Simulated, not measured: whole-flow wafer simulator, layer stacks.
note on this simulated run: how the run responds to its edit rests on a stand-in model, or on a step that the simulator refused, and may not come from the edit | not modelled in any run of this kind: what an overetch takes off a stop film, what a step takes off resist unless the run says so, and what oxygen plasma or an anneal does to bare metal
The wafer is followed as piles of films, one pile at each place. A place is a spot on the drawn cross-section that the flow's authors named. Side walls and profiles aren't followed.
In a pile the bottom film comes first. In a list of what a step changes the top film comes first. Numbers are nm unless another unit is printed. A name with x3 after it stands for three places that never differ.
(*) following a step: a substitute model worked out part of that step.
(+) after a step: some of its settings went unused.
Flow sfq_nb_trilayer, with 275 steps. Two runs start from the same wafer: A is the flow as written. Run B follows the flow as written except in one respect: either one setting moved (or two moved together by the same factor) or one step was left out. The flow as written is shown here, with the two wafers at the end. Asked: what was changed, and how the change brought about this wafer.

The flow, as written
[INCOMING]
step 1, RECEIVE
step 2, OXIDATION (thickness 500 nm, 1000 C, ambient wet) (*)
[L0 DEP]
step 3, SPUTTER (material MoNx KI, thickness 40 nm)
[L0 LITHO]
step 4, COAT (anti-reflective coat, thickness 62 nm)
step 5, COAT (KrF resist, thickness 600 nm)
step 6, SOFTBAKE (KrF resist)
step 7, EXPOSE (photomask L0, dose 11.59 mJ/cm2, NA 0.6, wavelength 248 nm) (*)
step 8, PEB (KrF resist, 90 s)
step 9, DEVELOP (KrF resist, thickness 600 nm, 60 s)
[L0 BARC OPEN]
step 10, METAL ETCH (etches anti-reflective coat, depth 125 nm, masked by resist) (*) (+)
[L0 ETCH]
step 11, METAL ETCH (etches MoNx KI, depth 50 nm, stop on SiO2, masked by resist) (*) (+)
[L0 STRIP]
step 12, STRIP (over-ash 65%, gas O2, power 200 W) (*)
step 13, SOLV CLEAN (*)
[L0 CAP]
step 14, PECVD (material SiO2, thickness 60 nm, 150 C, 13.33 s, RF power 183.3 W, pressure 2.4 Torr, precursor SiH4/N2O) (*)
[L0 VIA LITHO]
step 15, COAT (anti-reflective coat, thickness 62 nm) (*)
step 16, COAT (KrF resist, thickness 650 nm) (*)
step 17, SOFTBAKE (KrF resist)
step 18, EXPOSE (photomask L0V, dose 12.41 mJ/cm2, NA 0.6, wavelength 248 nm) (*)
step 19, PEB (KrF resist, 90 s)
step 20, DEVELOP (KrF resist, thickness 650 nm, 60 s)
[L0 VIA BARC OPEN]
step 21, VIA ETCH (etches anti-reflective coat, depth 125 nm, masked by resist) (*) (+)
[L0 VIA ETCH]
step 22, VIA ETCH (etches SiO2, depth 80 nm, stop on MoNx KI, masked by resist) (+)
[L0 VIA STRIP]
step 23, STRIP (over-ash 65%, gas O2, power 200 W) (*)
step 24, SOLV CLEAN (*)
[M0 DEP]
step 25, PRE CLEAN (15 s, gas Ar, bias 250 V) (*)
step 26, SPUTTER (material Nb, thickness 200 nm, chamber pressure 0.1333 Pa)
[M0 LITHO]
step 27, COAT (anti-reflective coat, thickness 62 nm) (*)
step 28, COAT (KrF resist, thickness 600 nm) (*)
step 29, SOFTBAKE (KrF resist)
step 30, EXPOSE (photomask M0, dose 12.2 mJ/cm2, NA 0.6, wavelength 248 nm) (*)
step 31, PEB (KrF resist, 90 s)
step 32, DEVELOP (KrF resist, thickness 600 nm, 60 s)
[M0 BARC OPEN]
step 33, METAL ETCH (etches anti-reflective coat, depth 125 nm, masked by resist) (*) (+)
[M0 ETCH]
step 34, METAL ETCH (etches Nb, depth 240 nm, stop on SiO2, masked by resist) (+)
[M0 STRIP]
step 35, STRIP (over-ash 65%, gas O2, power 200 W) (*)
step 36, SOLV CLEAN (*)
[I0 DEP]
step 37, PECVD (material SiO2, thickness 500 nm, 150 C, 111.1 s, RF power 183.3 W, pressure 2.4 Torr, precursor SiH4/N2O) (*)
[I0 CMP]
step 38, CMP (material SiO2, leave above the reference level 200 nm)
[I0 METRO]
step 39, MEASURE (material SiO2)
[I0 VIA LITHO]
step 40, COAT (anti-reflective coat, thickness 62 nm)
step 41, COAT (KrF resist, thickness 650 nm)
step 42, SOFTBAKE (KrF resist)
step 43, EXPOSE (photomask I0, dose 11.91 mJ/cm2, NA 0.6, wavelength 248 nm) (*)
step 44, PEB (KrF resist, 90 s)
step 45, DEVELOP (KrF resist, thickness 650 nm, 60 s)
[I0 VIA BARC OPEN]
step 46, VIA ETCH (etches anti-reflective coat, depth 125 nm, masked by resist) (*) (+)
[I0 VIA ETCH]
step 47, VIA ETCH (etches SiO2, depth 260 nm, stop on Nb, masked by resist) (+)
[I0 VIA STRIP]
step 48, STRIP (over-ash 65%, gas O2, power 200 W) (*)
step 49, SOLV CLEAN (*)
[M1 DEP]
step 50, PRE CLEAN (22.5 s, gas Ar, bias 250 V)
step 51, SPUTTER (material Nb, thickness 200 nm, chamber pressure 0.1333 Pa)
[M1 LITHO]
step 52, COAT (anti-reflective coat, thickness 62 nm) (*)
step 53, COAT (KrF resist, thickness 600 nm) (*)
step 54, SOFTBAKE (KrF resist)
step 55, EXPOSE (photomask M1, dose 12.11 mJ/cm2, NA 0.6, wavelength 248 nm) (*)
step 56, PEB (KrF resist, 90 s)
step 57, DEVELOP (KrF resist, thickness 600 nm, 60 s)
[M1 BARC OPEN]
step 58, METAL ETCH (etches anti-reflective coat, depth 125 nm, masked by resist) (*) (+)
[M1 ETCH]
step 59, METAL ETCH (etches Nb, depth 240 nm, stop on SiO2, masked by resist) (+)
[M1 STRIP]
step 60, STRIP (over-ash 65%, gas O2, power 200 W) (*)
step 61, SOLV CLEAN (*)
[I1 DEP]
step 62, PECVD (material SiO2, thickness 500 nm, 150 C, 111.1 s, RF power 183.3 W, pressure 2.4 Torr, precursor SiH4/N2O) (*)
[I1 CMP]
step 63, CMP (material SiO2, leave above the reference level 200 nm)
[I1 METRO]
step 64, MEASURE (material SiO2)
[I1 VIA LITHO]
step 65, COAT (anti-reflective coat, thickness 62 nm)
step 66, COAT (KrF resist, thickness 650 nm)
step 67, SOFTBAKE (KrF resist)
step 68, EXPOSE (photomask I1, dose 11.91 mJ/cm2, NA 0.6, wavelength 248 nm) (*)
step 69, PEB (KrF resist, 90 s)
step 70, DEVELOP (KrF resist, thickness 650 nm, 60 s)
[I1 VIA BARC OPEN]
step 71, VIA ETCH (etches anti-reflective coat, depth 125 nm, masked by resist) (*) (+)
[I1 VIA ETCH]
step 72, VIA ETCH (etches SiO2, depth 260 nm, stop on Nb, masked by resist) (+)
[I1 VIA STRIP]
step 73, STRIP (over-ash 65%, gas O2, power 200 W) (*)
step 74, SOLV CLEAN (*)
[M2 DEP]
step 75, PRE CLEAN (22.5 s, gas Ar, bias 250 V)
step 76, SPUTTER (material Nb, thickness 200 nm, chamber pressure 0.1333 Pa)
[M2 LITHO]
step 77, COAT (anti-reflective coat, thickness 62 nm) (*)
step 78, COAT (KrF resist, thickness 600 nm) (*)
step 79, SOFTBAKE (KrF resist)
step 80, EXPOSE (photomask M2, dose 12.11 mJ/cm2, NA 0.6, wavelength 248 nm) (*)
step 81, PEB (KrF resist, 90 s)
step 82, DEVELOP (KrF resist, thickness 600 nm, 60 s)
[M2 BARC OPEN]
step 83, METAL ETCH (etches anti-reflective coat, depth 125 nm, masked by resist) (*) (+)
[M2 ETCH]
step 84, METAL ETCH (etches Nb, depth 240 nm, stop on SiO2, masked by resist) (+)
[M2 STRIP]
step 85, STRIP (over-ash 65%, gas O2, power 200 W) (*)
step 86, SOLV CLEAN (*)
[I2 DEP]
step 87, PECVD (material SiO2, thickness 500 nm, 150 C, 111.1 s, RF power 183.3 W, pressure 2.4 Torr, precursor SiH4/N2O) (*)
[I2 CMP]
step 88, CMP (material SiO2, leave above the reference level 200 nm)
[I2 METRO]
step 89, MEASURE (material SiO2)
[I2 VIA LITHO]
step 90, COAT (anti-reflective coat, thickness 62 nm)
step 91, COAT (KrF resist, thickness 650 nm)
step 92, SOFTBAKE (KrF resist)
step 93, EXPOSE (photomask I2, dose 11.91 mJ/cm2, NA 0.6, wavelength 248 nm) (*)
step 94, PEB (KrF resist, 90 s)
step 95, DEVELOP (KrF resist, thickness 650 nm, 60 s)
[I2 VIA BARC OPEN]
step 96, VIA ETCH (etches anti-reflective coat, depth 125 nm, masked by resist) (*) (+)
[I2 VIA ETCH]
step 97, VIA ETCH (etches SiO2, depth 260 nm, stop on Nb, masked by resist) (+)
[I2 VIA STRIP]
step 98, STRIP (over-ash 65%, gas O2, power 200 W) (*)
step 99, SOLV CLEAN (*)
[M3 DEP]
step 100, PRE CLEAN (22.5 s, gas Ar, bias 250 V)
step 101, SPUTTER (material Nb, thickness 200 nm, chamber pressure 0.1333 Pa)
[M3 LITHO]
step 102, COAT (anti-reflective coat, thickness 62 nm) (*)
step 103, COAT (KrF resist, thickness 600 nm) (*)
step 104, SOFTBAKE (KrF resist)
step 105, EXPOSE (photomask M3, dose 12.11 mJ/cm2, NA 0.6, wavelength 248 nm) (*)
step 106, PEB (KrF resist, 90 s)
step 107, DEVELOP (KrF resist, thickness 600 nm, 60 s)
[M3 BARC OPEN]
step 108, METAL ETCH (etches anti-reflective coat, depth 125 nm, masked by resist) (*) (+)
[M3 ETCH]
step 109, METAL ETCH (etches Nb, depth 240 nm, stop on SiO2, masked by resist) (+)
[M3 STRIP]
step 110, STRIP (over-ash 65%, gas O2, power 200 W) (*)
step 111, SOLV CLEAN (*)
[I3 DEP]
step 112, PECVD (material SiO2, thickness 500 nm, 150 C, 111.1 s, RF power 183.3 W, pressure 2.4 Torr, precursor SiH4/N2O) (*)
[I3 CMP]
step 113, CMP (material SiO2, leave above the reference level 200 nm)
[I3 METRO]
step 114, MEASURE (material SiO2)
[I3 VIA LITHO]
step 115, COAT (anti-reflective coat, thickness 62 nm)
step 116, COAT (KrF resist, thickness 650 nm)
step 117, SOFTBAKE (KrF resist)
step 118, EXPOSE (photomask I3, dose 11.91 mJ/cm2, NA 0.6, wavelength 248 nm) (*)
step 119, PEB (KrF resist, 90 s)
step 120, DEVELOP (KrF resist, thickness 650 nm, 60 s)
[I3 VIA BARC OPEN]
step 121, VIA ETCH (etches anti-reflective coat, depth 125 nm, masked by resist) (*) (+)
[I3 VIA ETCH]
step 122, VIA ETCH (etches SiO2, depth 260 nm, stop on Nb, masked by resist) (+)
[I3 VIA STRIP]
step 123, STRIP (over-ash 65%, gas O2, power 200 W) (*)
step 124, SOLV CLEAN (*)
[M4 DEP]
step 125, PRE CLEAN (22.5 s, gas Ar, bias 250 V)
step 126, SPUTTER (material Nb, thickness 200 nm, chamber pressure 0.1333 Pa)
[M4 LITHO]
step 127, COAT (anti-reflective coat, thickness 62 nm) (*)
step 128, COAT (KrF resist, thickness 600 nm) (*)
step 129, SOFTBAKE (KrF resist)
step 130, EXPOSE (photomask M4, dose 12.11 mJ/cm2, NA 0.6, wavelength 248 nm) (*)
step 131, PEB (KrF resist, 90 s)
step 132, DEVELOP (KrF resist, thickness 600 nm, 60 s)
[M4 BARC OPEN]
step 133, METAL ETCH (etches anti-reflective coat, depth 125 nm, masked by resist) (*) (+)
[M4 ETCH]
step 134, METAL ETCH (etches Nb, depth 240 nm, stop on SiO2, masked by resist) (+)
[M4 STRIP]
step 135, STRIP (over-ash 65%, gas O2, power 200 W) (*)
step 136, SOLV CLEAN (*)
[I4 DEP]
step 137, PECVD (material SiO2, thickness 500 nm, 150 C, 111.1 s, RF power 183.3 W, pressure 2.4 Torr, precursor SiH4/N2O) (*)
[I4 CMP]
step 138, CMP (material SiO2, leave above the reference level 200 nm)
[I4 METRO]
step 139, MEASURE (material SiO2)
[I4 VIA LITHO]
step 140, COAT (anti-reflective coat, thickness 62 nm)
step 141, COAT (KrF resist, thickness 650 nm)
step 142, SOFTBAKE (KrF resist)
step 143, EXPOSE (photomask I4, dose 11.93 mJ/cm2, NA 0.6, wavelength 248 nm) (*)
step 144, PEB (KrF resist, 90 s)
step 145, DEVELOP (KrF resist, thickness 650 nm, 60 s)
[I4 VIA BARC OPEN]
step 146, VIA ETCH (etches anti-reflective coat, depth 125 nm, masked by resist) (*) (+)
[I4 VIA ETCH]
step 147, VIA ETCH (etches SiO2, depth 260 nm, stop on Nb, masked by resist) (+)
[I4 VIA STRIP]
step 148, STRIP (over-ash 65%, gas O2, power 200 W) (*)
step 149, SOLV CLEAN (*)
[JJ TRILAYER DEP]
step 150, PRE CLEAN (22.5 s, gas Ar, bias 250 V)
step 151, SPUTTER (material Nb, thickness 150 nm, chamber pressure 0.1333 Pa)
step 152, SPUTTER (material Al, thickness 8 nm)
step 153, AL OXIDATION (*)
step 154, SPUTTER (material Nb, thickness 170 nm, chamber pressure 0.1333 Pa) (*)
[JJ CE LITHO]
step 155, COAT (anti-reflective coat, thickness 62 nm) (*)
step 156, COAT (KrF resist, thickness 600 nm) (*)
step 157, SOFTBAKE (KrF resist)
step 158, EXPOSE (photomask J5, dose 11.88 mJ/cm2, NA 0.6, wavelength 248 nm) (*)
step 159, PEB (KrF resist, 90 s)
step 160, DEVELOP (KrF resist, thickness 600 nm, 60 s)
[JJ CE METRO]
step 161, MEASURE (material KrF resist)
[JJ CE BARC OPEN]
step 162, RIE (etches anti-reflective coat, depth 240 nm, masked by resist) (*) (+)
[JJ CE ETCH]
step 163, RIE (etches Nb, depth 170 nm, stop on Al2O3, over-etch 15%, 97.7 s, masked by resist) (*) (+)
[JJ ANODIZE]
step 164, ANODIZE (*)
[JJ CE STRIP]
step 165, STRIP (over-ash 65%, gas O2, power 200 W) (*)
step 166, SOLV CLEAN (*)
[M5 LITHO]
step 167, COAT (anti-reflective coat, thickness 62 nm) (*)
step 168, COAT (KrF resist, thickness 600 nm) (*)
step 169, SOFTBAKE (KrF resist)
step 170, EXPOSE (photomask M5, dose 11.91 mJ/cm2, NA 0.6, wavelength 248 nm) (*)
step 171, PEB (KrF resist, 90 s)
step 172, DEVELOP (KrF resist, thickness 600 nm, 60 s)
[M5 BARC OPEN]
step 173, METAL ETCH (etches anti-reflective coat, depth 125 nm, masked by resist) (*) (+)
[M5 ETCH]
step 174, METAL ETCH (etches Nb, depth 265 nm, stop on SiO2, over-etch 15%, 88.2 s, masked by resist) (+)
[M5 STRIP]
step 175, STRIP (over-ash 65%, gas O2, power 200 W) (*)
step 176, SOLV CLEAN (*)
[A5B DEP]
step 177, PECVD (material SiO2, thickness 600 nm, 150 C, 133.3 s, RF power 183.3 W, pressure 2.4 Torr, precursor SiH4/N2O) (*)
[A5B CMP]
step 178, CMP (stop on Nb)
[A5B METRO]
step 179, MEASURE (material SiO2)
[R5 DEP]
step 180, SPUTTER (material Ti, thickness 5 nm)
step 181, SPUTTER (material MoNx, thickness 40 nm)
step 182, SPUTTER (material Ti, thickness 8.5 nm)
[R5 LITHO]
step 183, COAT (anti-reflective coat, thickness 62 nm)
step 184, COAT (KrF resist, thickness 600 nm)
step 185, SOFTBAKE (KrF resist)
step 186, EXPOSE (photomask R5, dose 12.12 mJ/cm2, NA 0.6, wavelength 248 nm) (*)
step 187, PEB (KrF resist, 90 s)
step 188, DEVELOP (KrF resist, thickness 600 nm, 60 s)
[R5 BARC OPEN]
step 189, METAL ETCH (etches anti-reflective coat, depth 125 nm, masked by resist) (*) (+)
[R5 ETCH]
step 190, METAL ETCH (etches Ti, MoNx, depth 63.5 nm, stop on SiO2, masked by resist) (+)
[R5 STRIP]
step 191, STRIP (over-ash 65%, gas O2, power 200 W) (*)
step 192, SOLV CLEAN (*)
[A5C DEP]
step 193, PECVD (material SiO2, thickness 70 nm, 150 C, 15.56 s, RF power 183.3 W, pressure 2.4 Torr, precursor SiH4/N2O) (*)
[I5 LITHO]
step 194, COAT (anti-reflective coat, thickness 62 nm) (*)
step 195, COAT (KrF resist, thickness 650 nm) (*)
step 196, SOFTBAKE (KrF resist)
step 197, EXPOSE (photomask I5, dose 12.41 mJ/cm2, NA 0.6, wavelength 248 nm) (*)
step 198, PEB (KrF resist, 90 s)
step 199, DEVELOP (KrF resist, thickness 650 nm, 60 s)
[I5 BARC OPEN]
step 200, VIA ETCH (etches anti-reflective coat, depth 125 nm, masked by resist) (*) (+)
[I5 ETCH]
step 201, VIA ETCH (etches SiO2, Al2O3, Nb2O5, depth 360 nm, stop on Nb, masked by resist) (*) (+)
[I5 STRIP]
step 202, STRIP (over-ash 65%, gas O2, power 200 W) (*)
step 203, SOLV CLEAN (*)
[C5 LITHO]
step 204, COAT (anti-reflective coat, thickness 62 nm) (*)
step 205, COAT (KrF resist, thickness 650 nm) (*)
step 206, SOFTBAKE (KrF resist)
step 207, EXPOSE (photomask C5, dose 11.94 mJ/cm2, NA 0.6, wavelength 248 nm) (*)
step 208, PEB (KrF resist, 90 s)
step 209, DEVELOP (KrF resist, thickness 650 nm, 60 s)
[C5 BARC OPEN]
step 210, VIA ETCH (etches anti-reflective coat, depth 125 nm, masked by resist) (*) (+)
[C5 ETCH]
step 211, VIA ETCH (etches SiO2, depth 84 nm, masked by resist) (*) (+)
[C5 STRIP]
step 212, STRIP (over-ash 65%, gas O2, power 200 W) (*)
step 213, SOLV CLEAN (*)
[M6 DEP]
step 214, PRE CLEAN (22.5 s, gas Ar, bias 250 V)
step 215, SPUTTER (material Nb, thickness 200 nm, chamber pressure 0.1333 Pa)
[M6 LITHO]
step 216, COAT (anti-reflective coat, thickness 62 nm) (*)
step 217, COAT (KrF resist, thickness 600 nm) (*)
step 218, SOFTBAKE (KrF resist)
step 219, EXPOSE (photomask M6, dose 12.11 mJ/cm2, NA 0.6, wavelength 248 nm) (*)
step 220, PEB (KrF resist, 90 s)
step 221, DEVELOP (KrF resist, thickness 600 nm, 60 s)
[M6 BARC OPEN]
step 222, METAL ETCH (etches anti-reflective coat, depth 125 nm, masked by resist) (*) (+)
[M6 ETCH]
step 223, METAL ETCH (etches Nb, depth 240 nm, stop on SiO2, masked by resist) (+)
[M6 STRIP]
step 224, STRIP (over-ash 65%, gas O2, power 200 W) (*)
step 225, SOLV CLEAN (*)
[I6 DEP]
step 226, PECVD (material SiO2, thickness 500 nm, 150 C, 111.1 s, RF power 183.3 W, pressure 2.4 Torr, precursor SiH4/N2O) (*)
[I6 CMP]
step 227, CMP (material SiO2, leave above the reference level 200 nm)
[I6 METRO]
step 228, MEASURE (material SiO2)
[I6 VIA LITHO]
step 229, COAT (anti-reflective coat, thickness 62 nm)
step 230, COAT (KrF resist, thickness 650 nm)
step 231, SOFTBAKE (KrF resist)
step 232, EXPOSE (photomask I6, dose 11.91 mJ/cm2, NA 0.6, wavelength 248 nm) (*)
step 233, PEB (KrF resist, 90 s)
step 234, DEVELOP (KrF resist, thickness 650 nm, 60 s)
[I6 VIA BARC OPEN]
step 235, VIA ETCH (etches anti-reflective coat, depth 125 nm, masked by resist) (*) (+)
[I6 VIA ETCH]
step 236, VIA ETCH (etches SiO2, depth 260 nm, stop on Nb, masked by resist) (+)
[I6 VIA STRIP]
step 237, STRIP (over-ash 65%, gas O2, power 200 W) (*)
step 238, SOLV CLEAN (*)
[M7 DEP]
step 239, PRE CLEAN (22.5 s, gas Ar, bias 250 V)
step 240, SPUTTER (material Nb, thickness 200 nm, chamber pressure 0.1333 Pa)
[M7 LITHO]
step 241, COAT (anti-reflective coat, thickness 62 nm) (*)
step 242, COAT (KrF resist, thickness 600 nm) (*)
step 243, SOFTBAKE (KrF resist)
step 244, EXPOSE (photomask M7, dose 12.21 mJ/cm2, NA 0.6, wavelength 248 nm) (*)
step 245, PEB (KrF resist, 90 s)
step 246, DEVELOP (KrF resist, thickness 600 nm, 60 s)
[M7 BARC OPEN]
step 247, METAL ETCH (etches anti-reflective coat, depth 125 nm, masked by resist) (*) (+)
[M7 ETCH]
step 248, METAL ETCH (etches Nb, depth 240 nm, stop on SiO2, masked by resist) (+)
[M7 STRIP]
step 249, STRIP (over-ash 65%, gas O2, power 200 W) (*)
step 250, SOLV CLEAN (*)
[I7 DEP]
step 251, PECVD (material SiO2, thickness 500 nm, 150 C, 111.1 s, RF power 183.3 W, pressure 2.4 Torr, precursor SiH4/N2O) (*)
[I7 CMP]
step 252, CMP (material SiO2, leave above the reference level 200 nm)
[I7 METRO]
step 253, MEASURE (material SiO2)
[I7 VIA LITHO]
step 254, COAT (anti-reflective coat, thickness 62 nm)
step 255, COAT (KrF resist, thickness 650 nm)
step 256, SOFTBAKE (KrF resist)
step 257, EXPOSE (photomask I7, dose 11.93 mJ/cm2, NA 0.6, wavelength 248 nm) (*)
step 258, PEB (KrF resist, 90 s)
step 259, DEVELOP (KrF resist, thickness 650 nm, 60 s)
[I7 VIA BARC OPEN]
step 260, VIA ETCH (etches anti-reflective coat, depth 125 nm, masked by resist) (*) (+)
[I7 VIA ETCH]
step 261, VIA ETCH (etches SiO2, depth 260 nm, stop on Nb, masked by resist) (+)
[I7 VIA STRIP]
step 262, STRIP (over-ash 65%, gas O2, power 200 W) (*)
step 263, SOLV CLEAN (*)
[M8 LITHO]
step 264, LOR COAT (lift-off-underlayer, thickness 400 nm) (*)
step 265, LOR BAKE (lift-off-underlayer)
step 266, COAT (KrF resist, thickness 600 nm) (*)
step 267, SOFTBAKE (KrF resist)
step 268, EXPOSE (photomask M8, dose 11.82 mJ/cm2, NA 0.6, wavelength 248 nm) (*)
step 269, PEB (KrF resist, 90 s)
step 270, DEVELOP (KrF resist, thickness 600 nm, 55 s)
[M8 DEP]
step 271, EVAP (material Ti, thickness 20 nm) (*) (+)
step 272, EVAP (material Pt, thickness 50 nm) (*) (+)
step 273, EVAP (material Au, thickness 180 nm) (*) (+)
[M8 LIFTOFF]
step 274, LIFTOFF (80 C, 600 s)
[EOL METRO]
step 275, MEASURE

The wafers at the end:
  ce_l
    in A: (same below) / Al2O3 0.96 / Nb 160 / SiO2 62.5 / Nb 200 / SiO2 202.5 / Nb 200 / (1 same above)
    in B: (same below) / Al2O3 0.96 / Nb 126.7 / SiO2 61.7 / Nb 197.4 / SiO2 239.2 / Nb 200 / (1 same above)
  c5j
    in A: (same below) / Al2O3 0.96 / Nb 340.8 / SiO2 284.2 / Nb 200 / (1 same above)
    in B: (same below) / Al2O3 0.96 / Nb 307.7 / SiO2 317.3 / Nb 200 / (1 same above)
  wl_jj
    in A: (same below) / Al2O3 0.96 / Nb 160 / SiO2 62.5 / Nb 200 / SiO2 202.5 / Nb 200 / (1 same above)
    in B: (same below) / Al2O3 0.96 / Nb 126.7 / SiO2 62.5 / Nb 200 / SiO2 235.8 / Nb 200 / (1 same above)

What caused this: step 190, METAL ETCH: depth 96.8 nm was run, while the flow as written has depth 63.5 nm.

The path from the change to this, step by step:
  step 190, METAL ETCH (etches Ti, MoNx, depth 63.5 nm, stop on SiO2, masked by resist) (+)
      be_r, r_sur, res, r_end, r5r_line_l, r5r_line_c, r5r_line_r: A KrF resist loses 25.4 | B KrF resist loses 38.7
      ce_l, c5j, ce_r, wl_jj: A Ti loses 8.5 (all of it), MoNx loses 40 (all of it), Ti loses 5 (all of it), Nb loses 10 | B Ti loses 8.5 (all of it), MoNx loses 40 (all of it), Ti loses 5 (all of it), Nb loses 43.3
  step 191, STRIP (over-ash 65%, gas O2, power 200 W) (*)
      be_r, r_sur, res, r_end, r5r_line_l, r5r_line_c, r5r_line_r: A KrF resist loses 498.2 (all of it), anti-reflective coat loses 62 (all of it) | B KrF resist loses 484.8 (all of it), anti-reflective coat loses 62 (all of it)
  step 194, COAT (anti-reflective coat, thickness 62 nm) (*)
      wl_j_sl, wl_j_sr: A anti-reflective coat gains 60.2 (new film) | B anti-reflective coat gains 55.1 (new film)
      jj_sur: A anti-reflective coat gains 60.8 (new film) | B anti-reflective coat gains 55.5 (new film)
      (and at 5 other places as well)
  step 195, COAT (KrF resist, thickness 650 nm) (*)
      c5j: A KrF resist gains 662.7 (new film) | B KrF resist gains 680.2 (new film)
      wl_jj: A KrF resist gains 654.8 (new film) | B KrF resist gains 671.2 (new film)
  step 202, STRIP (over-ash 65%, gas O2, power 200 W) (*)
      wl_j_sl, wl_j_sr: A KrF resist loses 333.3 (all of it), anti-reflective coat loses 60.2 (all of it) | B KrF resist loses 333 (all of it), anti-reflective coat loses 55.1 (all of it)
      jj_sur: A KrF resist loses 337.2 (all of it), anti-reflective coat loses 60.8 (all of it) | B KrF resist loses 337.5 (all of it), anti-reflective coat loses 55.5 (all of it)
      (and at 5 other places as well)
  step 204, COAT (anti-reflective coat, thickness 62 nm) (*)
      wl_j_sl, wl_j_sr: A anti-reflective coat gains 60.2 (new film) | B anti-reflective coat gains 55.1 (new film)
      jj_sur: A anti-reflective coat gains 59.5 (new film) | B anti-reflective coat gains 54.4 (new film)
      (and at 5 other places as well)
  step 205, COAT (KrF resist, thickness 650 nm) (*)
      c5j: A KrF resist gains 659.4 (new film) | B KrF resist gains 677.1 (new film)
      wl_jj: A KrF resist gains 654.8 (new film) | B KrF resist gains 671.2 (new film)
  step 209, DEVELOP (KrF resist, thickness 650 nm, 60 s)
      c5j: A KrF resist loses 658.1 (all of it) | B KrF resist loses 675.7 (all of it)
  step 210, VIA ETCH (etches anti-reflective coat, depth 125 nm, masked by resist) (*) (+)
      c5j: A anti-reflective coat loses 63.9 (all of it), SiO2 loses 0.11 | B anti-reflective coat loses 73.3 (all of it)
  step 212, STRIP (over-ash 65%, gas O2, power 200 W) (*)
      wl_j_sl, wl_j_sr: A KrF resist loses 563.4 (all of it), anti-reflective coat loses 60.2 (all of it) | B KrF resist loses 563.2 (all of it), anti-reflective coat loses 55.1 (all of it)
      jj_sur: A KrF resist loses 562 (all of it), anti-reflective coat loses 59.5 (all of it) | B KrF resist loses 562.1 (all of it), anti-reflective coat loses 54.4 (all of it)
      (and at 4 other places as well)
  step 216, COAT (anti-reflective coat, thickness 62 nm) (*)
      wl_j_sl, wl_j_sr: A anti-reflective coat gains 60.2 (new film) | B anti-reflective coat gains 55.3 (new film)
      jj_sur: A anti-reflective coat gains 56.1 (new film) | B anti-reflective coat gains 50.9 (new film)
      (and at 5 other places as well)
  step 217, COAT (KrF resist, thickness 600 nm) (*)
      ce_l: A KrF resist gains 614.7 (new film) | B KrF resist gains 630.3 (new film)
      c5j: A KrF resist gains 636 (new film) | B KrF resist gains 654 (new film)
      (and at 2 other places as well)
  step 224, STRIP (over-ash 65%, gas O2, power 200 W) (*)
      wl_j_sl, wl_j_sr: A KrF resist loses 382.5 (all of it), anti-reflective coat loses 60.2 (all of it) | B KrF resist loses 382 (all of it), anti-reflective coat loses 55.3 (all of it)
      jj_sur: A KrF resist loses 378.5 (all of it), anti-reflective coat loses 56.1 (all of it) | B KrF resist loses 378.1 (all of it), anti-reflective coat loses 50.9 (all of it)
      (and at 5 other places as well)
  step 227, CMP (material SiO2, leave above the reference level 200 nm)
      ce_l, ce_r: A SiO2 loses 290 | B SiO2 loses 253.3
      c5j: A SiO2 loses 223 | B SiO2 loses 186.3
      (and at 1 other place as well)
